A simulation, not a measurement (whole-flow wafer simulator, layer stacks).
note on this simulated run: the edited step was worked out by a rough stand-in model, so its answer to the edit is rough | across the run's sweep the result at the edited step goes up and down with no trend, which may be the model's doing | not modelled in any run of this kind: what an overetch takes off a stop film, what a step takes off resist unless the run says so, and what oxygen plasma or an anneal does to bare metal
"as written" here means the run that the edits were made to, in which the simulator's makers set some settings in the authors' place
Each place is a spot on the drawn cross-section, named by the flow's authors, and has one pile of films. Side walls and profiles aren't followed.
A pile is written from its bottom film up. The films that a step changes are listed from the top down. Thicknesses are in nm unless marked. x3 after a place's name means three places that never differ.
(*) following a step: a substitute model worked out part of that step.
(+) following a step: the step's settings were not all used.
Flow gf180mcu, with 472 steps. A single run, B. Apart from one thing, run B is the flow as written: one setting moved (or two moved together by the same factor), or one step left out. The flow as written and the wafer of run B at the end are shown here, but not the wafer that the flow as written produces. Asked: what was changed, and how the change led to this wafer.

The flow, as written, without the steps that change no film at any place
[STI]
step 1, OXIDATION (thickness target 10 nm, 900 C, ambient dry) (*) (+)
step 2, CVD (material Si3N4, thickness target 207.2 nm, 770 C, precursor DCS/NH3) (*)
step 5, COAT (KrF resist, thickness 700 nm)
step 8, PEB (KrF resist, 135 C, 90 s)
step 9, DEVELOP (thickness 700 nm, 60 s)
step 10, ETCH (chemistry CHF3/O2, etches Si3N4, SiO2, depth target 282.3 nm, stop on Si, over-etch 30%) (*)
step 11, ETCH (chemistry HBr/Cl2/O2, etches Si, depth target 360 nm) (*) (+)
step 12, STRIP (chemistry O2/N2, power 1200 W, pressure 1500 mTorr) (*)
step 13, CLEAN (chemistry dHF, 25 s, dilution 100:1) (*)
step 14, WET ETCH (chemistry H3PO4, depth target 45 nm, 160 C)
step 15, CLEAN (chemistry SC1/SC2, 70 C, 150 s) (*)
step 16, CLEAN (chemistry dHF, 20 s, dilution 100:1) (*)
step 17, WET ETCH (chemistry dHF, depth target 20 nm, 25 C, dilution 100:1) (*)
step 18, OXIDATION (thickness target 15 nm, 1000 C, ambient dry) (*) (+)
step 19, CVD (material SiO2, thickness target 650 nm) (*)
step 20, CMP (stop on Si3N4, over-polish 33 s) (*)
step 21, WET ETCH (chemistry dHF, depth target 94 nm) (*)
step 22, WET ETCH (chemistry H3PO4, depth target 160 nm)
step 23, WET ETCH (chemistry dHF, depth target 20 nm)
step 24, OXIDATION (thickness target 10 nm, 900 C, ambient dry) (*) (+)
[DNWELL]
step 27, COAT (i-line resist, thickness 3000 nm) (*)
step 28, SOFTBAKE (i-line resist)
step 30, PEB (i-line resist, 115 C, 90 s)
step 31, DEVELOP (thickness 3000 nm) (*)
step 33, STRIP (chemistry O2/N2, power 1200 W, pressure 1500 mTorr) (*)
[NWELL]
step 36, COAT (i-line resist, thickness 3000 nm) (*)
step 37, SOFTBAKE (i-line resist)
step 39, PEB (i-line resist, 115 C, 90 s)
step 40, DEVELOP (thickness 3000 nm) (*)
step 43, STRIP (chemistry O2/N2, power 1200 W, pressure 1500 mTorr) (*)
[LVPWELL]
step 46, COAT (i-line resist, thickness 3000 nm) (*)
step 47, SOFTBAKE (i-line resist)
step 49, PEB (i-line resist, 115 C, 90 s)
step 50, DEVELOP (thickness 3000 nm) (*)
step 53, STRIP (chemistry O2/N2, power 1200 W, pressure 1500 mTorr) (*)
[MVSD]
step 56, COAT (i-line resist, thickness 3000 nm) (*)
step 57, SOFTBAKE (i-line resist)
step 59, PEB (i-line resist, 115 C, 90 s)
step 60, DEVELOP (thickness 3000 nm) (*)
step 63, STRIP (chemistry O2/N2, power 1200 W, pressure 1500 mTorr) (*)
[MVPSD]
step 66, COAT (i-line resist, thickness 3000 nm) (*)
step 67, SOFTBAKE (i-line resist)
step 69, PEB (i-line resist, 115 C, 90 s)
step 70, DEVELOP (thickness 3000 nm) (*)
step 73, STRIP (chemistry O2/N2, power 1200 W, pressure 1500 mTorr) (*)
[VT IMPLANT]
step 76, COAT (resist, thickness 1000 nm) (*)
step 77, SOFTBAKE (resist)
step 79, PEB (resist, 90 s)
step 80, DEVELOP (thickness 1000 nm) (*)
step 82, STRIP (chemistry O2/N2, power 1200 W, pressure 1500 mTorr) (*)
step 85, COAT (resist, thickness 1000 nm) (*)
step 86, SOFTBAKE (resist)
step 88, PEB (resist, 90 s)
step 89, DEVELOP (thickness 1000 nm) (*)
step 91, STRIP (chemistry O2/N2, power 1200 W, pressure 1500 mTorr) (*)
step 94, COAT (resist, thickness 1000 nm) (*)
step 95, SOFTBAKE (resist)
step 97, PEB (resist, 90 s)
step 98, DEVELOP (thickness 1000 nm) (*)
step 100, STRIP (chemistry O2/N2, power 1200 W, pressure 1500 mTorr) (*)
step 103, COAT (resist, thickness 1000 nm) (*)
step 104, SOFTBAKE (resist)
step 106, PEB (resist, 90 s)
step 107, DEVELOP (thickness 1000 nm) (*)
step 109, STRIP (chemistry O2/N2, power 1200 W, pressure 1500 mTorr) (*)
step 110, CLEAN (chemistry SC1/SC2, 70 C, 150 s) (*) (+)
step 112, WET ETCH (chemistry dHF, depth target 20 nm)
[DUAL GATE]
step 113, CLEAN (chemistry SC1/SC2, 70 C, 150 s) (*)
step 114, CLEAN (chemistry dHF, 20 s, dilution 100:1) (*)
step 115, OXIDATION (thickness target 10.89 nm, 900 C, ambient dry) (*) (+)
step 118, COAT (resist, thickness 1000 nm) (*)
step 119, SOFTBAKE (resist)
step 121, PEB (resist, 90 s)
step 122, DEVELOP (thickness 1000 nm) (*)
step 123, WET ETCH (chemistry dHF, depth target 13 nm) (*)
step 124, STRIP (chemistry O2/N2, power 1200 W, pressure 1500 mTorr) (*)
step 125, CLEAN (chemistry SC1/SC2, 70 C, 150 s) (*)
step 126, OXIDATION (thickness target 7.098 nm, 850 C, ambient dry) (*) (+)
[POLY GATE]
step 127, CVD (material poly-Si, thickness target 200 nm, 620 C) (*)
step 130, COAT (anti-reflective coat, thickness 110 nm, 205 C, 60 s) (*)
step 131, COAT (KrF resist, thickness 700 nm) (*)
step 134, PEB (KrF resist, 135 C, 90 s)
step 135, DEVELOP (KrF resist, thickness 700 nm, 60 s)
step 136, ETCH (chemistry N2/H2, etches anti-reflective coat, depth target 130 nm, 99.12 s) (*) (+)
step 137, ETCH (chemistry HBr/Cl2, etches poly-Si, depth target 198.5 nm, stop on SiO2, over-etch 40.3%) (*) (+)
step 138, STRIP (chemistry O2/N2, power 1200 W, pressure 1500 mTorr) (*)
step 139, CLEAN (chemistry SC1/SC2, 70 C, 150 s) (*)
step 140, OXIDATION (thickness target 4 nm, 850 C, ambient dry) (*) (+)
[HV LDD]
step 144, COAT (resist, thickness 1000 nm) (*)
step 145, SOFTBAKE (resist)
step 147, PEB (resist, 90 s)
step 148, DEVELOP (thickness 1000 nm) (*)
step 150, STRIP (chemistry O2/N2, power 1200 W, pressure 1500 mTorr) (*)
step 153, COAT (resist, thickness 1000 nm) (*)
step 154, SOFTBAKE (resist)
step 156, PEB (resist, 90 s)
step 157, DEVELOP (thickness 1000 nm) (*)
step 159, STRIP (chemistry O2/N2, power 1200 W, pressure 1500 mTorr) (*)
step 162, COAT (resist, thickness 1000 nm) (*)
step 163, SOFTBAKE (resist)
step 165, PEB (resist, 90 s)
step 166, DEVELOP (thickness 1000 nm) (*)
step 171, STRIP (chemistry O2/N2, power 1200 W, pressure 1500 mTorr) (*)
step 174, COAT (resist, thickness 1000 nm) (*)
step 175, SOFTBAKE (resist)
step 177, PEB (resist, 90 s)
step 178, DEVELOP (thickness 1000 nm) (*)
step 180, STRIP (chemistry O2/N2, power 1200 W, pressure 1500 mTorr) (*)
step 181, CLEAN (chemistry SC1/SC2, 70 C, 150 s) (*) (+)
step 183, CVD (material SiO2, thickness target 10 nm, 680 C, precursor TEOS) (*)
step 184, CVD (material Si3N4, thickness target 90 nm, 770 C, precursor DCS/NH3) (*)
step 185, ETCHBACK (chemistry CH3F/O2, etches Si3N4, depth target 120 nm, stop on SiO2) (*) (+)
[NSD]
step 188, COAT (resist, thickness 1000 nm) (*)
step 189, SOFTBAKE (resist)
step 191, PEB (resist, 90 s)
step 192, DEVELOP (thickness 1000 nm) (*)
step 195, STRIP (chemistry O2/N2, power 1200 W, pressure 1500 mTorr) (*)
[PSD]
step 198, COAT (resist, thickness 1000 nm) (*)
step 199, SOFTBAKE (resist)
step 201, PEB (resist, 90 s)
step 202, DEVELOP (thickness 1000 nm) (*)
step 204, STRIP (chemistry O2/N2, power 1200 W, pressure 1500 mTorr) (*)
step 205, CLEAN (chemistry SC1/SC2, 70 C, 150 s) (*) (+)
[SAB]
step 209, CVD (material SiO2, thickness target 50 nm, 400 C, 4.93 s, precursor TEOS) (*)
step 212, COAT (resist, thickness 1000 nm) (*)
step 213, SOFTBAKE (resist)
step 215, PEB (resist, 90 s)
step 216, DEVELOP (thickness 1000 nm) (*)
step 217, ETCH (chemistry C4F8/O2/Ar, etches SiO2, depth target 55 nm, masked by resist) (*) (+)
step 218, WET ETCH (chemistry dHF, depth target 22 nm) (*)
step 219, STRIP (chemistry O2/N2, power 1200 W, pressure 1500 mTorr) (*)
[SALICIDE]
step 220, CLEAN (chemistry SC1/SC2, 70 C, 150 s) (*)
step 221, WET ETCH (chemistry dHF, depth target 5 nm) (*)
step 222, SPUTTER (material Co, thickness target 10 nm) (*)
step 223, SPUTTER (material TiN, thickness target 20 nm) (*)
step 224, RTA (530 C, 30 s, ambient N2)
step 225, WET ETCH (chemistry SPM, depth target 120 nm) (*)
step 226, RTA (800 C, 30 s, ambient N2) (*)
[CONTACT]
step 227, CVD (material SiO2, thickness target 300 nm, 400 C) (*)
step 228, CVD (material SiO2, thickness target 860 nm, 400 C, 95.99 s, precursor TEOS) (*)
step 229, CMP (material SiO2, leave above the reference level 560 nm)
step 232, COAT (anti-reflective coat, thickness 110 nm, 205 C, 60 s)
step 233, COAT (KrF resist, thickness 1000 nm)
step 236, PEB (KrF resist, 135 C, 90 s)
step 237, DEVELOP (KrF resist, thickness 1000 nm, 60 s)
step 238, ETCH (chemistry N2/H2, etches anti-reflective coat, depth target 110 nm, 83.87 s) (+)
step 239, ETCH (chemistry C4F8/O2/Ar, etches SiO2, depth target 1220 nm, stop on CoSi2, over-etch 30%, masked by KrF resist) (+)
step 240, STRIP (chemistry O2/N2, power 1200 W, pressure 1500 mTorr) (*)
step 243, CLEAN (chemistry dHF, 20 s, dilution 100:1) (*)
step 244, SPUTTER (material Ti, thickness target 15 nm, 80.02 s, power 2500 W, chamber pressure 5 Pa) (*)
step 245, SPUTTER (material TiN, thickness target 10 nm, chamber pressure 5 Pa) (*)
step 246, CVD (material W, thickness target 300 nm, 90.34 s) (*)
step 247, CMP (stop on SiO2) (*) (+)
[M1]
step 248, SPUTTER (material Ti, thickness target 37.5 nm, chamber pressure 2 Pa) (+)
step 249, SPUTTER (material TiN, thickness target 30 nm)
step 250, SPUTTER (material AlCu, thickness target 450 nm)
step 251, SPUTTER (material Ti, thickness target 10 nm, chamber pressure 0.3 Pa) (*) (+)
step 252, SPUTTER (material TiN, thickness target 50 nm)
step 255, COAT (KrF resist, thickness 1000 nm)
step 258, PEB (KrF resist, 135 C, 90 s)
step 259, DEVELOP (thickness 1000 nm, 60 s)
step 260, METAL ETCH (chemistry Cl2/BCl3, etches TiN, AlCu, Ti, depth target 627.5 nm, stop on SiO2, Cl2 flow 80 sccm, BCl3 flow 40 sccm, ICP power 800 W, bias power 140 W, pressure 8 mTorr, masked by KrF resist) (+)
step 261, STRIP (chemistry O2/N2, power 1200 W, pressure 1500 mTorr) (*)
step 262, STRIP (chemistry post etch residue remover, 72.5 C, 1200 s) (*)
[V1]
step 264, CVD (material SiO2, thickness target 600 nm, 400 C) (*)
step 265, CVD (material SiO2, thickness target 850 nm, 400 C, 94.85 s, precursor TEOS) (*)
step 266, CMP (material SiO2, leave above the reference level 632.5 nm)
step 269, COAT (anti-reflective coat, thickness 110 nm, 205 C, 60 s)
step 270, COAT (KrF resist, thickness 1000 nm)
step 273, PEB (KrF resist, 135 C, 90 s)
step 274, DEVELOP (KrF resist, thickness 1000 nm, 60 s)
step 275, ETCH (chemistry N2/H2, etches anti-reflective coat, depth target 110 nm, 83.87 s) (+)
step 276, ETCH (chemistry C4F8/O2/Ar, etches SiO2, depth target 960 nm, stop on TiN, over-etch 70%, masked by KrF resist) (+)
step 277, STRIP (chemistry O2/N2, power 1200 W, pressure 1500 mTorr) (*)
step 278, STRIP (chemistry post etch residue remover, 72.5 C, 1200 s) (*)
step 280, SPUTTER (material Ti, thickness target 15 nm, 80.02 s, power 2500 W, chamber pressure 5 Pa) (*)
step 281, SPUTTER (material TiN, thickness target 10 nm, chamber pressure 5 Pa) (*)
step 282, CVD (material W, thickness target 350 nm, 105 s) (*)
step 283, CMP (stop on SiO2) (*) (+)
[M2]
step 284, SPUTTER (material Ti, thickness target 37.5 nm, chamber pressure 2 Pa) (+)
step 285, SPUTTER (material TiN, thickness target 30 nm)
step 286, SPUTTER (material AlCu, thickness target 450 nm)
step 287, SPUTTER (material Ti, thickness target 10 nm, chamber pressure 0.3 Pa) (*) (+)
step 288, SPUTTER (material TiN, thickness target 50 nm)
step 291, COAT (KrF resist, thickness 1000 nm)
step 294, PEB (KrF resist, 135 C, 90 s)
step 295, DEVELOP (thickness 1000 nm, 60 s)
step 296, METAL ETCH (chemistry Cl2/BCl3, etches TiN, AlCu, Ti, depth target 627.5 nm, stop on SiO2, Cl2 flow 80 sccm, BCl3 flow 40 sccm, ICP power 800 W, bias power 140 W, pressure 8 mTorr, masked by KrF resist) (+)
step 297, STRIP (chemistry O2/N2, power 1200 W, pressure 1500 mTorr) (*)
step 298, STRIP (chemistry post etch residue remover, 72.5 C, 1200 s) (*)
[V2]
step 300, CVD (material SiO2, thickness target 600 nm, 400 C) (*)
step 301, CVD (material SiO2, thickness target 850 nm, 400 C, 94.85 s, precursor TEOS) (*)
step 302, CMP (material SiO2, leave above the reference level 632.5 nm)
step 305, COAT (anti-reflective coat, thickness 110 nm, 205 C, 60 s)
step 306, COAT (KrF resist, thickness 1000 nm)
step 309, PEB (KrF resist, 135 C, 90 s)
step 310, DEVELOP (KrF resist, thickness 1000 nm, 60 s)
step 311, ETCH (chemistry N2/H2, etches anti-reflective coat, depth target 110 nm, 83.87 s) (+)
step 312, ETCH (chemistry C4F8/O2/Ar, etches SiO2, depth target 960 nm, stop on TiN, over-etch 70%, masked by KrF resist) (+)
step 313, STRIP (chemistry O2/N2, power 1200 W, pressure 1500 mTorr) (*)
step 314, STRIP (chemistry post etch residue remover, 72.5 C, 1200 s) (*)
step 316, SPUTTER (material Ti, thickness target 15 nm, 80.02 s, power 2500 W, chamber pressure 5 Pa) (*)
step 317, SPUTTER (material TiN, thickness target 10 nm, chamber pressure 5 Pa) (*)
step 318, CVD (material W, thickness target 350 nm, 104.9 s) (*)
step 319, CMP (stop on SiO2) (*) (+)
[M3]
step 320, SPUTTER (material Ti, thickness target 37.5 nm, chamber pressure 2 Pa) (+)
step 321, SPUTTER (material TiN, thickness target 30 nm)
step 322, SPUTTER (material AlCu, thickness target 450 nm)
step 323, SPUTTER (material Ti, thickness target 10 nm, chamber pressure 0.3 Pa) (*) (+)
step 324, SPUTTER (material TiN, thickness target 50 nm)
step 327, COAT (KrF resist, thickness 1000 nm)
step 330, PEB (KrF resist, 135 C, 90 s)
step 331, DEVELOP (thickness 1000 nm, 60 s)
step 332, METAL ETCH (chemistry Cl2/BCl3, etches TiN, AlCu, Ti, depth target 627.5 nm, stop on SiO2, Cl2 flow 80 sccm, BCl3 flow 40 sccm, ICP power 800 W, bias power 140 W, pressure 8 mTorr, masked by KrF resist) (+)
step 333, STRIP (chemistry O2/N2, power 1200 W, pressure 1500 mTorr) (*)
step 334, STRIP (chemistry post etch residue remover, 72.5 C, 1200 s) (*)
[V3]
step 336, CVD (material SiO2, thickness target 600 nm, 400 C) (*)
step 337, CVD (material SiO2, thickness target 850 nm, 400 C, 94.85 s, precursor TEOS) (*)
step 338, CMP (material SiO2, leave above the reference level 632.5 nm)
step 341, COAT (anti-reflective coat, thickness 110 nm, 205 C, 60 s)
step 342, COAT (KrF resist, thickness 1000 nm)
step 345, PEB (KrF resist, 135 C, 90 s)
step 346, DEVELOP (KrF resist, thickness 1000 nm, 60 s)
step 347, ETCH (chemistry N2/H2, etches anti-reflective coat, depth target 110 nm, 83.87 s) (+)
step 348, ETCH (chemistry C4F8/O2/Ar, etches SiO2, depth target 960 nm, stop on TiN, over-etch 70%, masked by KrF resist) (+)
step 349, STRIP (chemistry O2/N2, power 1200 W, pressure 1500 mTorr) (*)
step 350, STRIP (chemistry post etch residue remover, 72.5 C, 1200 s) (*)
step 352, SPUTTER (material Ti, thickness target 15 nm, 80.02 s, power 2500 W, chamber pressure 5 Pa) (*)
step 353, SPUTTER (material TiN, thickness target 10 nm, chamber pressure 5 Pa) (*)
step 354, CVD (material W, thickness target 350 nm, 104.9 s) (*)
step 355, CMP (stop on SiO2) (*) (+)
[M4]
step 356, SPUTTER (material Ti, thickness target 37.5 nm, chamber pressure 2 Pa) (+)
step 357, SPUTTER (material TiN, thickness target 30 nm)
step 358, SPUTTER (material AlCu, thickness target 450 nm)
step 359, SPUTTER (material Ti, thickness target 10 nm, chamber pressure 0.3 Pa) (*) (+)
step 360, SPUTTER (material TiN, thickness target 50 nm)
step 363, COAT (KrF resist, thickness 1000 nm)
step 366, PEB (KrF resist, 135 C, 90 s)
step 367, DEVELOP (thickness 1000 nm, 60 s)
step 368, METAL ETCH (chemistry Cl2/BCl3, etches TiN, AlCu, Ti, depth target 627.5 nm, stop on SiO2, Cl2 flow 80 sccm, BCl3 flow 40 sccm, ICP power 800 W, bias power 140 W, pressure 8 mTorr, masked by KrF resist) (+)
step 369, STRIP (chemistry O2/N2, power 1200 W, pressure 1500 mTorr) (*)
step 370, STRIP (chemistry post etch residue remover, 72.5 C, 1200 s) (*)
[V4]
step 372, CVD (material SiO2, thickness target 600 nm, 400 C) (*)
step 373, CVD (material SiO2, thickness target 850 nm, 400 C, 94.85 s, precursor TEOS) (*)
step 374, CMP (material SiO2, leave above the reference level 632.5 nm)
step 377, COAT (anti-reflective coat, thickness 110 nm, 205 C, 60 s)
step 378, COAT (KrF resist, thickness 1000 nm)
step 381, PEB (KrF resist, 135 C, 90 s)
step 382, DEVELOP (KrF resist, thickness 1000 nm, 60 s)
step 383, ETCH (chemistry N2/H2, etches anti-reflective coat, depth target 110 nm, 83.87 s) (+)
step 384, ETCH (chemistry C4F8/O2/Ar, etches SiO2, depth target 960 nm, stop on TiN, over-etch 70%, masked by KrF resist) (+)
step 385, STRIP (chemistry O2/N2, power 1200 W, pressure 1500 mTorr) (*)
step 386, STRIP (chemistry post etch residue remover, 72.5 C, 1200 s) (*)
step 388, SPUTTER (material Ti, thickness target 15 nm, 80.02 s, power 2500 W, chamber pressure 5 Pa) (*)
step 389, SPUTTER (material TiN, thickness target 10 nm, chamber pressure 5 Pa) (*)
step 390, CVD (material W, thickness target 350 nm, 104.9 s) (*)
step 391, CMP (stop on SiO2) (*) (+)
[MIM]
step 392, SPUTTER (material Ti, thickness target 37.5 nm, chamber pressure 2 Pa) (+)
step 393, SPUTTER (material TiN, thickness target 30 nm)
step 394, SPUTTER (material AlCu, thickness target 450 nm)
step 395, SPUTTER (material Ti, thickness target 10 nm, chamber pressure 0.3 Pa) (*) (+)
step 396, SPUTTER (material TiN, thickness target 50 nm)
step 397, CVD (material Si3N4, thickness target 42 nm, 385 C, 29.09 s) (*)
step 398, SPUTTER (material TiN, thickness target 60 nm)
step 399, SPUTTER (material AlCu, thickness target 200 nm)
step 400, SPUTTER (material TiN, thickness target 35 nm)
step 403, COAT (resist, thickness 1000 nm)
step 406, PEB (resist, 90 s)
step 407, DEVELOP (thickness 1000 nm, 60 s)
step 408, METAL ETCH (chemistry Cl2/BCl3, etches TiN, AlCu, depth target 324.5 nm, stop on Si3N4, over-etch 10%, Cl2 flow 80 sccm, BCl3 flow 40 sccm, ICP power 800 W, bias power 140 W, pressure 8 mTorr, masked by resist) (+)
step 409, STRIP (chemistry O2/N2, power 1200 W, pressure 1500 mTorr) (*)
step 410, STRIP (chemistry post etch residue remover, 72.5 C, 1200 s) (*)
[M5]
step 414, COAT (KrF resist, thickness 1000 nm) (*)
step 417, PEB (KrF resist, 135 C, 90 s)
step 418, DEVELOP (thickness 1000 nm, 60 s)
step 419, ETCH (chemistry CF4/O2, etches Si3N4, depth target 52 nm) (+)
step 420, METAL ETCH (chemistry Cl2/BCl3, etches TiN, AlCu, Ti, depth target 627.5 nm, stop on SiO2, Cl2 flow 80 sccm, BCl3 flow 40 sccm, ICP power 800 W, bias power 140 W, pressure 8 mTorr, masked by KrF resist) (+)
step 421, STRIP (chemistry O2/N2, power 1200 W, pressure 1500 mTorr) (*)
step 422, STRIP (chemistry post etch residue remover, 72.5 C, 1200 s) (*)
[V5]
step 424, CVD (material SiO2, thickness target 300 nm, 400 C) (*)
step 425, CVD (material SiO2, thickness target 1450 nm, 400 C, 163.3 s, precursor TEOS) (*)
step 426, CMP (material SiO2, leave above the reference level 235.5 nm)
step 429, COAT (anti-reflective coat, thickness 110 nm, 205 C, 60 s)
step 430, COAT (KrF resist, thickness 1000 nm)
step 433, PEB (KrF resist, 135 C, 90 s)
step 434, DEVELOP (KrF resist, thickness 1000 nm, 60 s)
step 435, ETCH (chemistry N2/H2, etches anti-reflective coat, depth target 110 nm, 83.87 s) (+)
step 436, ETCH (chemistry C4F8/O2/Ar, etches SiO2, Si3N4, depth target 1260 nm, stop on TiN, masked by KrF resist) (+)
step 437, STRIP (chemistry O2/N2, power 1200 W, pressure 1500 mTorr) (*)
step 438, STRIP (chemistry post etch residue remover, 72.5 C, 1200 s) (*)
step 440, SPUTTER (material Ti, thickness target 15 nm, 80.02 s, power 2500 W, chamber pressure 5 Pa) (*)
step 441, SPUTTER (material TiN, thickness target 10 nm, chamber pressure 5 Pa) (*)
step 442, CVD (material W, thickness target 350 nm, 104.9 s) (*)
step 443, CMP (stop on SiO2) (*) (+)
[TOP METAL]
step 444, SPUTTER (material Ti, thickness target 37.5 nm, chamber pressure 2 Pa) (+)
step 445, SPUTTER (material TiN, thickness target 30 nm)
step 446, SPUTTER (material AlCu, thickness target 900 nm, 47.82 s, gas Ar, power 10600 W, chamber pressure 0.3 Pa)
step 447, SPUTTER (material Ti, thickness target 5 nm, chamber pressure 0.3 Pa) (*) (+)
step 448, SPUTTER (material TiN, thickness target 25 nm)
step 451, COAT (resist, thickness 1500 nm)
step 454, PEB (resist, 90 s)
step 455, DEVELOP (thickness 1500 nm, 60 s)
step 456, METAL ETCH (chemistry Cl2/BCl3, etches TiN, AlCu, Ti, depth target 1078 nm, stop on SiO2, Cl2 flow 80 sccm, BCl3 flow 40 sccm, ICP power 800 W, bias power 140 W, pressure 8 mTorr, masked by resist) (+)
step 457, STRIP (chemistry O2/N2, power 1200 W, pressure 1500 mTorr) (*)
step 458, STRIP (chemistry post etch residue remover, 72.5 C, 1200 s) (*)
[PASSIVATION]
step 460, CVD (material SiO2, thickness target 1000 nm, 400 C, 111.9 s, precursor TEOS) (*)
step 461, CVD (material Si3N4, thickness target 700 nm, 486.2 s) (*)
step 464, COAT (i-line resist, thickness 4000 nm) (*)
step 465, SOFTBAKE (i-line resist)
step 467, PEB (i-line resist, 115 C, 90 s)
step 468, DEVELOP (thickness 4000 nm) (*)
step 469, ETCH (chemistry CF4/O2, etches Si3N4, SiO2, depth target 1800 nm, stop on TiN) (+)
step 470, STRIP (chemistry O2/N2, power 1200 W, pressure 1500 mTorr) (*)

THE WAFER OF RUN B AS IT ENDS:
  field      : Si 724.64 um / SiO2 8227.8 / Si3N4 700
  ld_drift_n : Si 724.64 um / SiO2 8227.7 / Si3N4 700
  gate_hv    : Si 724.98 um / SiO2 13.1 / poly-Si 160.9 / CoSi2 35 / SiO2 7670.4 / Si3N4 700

Cause: step 126, OXIDATION: thickness target 5.678 nm was run, while the flow as written has thickness target 7.098 nm.

Step by step, how the change led to this:
  step 126, OXIDATION (thickness target 7.098 nm, 850 C, ambient dry) (*) (+)
      gate_hv, active_hv, active_nat and 25 more: SiO2 gains 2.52, Si loses 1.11 (as written it would have been: SiO2 gains 3.72, Si loses 1.64)
      active, n_well, p_well and 12 more: SiO2 gains 5.68 (new film), chemical SiO2 loses 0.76 (all of it), Si loses 2.17 (as written it would have been: SiO2 gains 7.1 (new film), chemical SiO2 loses 0.76 (all of it), Si loses 2.79)
  step 189, SOFTBAKE (resist)
      field__w9: resist loses 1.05 (as written it would have been: resist gains 1.85)
  step 199, SOFTBAKE (resist)
      field__w9: resist loses 1.05 (as written it would have been: resist gains 1.85)
  step 218, WET ETCH (chemistry dHF, depth target 22 nm) (*)
      active, p_well, sd_n, iso_ptap_pw, iso_ntap_nw, iso_ptap_sub, vpnp_e: SiO2 loses 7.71 (all of it) (as written it would have been: SiO2 loses 9.01 (all of it))
      ldn_tap, ldn_src, ldn_drn, ldp_tap, ldp_src, ldp_drn, ldp_gr: SiO2 loses 14.8 (all of it) (as written it would have been: SiO2 loses 16 (all of it))
      (and at 9 other places as well)
  step 223, SPUTTER (material TiN, thickness target 20 nm) (*)
      field__w12: TiN gains 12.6 (new film) (as written it would have been: TiN gains 12 (new film))
  step 225, WET ETCH (chemistry SPM, depth target 120 nm) (*)
      field__w12: TiN loses 12.6 (all of it), Co loses 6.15 (all of it) (as written it would have been: TiN loses 12 (all of it), Co loses 6.15 (all of it))
